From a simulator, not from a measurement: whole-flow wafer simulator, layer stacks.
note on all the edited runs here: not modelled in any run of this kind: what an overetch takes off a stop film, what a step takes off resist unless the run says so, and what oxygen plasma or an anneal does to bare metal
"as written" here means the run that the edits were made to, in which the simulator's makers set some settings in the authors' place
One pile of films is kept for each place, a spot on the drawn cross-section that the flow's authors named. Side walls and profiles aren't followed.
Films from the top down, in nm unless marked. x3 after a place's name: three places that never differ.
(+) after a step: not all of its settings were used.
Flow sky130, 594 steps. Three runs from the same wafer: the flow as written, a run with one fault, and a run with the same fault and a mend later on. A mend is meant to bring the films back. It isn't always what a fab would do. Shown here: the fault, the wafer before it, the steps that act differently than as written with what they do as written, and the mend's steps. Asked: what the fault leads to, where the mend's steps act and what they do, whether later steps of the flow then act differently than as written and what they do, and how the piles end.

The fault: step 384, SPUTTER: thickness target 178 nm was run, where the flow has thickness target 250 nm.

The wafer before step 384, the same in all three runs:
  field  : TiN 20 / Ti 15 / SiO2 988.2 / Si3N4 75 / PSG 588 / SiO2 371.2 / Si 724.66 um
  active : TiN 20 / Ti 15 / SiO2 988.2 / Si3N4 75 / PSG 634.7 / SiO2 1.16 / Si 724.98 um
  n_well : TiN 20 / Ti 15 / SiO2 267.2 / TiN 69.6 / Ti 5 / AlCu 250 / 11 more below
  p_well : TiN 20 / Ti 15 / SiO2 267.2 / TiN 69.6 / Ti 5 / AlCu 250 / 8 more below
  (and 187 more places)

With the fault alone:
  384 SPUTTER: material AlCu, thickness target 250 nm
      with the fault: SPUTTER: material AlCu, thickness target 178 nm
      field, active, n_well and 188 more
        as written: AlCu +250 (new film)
        with the fault: AlCu +178 (new film)
  Later steps of the flow that act differently than as written (8 more steps differ only slightly, by at most 2% or 0.5 nm, whichever is larger, and aren't shown):
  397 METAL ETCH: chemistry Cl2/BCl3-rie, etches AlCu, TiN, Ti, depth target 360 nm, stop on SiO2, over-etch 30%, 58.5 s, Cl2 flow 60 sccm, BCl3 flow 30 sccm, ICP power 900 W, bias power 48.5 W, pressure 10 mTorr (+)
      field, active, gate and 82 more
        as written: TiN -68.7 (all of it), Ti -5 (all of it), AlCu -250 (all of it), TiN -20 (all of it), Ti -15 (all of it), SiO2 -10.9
        with the fault: TiN -68.7 (all of it), Ti -5 (all of it), AlCu -178 (all of it), TiN -20 (all of it), Ti -15 (all of it), SiO2 -18.1
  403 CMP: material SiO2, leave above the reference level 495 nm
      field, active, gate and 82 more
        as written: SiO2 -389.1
        with the fault: SiO2 -453.9
  At the end the piles differ from the flow's by more than 2% or 0.5 nm, whichever is larger, at n_well, p_well, gate_hv and 115 more.
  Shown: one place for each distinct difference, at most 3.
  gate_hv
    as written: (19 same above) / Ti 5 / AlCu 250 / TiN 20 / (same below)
    with the fault: (19 same above) / Ti 5 / AlCu 178 / TiN 20 / (same below)
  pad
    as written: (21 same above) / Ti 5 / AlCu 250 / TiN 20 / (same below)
    with the fault: (21 same above) / Ti 5 / AlCu 178 / TiN 20 / (same below)
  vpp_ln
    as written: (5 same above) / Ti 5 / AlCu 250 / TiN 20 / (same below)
    with the fault: (5 same above) / Ti 5 / AlCu 178 / TiN 20 / (same below)

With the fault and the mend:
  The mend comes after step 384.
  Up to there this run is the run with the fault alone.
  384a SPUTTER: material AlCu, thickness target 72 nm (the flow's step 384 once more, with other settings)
      field, active, n_well and 188 more
        AlCu +72
  No later step of the flow acts differently than as written at any place that is followed.
  At the end the piles are the same as the flow's at every place that both follow.
